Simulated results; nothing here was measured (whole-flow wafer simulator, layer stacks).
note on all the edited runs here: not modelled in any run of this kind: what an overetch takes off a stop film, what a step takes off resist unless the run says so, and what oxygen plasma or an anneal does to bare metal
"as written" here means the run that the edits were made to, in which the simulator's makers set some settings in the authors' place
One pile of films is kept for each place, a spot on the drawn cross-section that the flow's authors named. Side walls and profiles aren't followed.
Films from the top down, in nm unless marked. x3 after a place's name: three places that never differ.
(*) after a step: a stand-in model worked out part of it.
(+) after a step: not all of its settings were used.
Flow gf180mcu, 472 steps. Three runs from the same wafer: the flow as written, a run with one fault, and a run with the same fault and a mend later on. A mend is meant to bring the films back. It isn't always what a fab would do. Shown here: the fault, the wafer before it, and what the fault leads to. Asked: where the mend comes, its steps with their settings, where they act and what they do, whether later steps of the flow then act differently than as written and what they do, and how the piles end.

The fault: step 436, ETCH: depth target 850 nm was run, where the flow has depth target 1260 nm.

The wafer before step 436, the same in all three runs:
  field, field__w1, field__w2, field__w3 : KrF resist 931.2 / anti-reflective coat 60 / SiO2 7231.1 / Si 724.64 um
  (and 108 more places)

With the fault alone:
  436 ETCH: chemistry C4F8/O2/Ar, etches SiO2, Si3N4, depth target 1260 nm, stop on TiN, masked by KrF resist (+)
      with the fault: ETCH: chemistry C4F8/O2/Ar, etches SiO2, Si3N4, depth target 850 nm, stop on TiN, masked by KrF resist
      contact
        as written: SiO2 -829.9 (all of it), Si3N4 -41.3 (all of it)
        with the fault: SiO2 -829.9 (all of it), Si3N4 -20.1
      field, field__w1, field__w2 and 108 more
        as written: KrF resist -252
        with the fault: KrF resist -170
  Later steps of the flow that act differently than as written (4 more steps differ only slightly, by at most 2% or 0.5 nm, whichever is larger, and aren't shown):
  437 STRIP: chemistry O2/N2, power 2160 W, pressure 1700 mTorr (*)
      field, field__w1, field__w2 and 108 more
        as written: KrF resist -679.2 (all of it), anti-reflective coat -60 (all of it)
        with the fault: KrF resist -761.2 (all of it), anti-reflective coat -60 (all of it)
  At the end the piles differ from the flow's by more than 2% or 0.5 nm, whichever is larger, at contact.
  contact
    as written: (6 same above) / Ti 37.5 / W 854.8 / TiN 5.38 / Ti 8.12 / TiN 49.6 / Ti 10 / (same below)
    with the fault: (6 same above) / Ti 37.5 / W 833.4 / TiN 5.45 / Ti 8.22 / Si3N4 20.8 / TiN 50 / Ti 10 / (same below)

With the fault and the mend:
  The mend comes after step 436.
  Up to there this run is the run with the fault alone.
  436a ETCH: chemistry C4F8/O2/Ar, etches SiO2, Si3N4, depth target 410 nm, stop on TiN, masked by KrF resist (+) (the flow's step 436 once more, with other settings)
      field, field__w1, field__w2 and 108 more
        KrF resist -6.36
      contact
        Si3N4 -21.2 (all of it)
  Later steps of the flow that act differently than as written:
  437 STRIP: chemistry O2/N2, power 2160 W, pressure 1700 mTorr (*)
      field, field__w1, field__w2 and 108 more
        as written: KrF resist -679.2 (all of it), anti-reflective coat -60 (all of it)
        with the mend: KrF resist -754.8 (all of it), anti-reflective coat -60 (all of it)
  At the end the piles are the same as the flow's at every place that both follow.
